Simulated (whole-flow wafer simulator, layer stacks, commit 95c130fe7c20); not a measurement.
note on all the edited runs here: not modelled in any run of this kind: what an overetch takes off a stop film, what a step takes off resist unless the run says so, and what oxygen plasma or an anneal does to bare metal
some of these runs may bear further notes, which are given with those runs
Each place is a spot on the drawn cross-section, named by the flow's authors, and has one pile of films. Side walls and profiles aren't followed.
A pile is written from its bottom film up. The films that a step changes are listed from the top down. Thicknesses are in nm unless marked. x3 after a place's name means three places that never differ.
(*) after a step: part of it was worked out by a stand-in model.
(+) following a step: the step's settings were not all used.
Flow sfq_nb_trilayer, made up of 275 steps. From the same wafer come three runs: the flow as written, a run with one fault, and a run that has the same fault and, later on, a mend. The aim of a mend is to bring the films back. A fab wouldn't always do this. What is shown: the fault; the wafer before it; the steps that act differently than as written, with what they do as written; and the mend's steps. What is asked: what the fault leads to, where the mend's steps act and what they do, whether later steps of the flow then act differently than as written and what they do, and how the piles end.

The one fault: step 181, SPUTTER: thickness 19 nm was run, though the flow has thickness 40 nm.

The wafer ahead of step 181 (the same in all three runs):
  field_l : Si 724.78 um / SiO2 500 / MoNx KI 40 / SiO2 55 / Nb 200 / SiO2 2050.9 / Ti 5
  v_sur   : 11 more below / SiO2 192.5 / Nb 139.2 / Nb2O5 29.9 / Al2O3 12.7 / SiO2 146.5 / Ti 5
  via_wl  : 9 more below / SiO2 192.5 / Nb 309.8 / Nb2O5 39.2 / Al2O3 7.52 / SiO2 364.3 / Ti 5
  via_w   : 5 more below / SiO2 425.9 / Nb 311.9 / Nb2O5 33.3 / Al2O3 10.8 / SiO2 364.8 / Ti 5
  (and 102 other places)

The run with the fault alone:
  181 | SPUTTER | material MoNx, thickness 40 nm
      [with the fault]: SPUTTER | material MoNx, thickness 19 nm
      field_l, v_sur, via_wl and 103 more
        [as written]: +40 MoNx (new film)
        [with the fault]: +19 MoNx (new film)
  Steps further on in the flow that do not act as written (11 more steps, not shown, differ only slightly: by at most 2% or 0.5 nm, whichever is larger):
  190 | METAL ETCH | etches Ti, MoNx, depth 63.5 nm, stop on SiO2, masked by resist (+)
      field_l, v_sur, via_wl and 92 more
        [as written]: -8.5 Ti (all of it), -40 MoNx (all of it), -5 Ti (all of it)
        [with the fault]: -8.5 Ti (all of it), -19 MoNx (all of it), -5 Ti (all of it)
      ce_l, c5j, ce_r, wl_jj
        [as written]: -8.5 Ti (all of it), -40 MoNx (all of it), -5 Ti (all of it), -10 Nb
        [with the fault]: -8.5 Ti (all of it), -19 MoNx (all of it), -5 Ti (all of it), -31 Nb
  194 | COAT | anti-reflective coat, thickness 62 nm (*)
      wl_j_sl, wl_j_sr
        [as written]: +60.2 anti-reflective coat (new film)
        [with the fault]: +56.8 anti-reflective coat (new film)
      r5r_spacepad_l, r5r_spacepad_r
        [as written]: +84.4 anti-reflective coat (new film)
        [with the fault]: +75.4 anti-reflective coat (new film)
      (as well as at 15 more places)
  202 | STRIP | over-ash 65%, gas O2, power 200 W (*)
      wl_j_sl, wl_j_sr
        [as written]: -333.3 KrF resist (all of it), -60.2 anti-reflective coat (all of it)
        [with the fault]: -333.4 KrF resist (all of it), -56.8 anti-reflective coat (all of it)
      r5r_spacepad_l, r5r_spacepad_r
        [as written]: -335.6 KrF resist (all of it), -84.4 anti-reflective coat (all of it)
        [with the fault]: -334.8 KrF resist (all of it), -75.4 anti-reflective coat (all of it)
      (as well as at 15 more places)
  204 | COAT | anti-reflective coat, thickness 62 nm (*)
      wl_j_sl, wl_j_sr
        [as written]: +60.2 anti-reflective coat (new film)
        [with the fault]: +56.8 anti-reflective coat (new film)
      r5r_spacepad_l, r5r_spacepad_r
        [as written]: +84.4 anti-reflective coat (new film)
        [with the fault]: +75.4 anti-reflective coat (new film)
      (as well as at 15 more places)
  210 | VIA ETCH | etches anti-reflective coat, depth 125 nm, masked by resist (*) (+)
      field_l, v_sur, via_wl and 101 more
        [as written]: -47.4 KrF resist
        [with the fault]: -48.8 KrF resist
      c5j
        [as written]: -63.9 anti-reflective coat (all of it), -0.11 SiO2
        [with the fault]: -69.7 anti-reflective coat (all of it), -0.09 SiO2
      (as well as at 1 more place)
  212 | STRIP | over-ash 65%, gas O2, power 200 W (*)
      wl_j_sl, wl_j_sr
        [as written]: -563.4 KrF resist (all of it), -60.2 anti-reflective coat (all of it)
        [with the fault]: -561.9 KrF resist (all of it), -56.8 anti-reflective coat (all of it)
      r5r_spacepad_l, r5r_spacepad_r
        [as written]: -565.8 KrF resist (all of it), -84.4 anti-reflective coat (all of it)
        [with the fault]: -563.3 KrF resist (all of it), -75.4 anti-reflective coat (all of it)
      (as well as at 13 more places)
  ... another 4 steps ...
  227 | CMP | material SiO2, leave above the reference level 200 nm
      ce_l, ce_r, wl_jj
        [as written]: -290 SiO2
        [with the fault]: -269 SiO2
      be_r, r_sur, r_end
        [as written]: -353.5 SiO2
        [with the fault]: -332.5 SiO2
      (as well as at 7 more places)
  The piles end different from the flow's at ce_l, c5j, ce_r and 8 more by more than 2% or 0.5 nm, whichever is larger.
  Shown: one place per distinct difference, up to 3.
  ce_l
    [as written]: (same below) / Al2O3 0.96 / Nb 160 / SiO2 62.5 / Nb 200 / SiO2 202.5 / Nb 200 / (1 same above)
    [with the fault]: (same below) / Al2O3 0.96 / Nb 139 / SiO2 62.5 / Nb 200 / SiO2 223.5 / Nb 200 / (1 same above)
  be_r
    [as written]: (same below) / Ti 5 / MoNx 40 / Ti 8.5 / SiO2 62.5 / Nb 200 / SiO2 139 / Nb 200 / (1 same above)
    [with the fault]: (same below) / Ti 5 / MoNx 19 / Ti 8.5 / SiO2 62.5 / Nb 200 / SiO2 160 / Nb 200 / (1 same above)
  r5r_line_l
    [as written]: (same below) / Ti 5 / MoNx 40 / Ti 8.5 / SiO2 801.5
    [with the fault]: (same below) / Ti 5 / MoNx 19 / Ti 8.5 / SiO2 822.5

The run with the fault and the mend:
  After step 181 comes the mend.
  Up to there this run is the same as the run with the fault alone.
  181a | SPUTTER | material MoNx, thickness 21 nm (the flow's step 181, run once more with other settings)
      field_l, v_sur, via_wl and 103 more
        +21 MoNx
  Later steps of the flow that are run all act as written at every place that is followed.
  At every place that both follow, the piles at the end match the flow's.
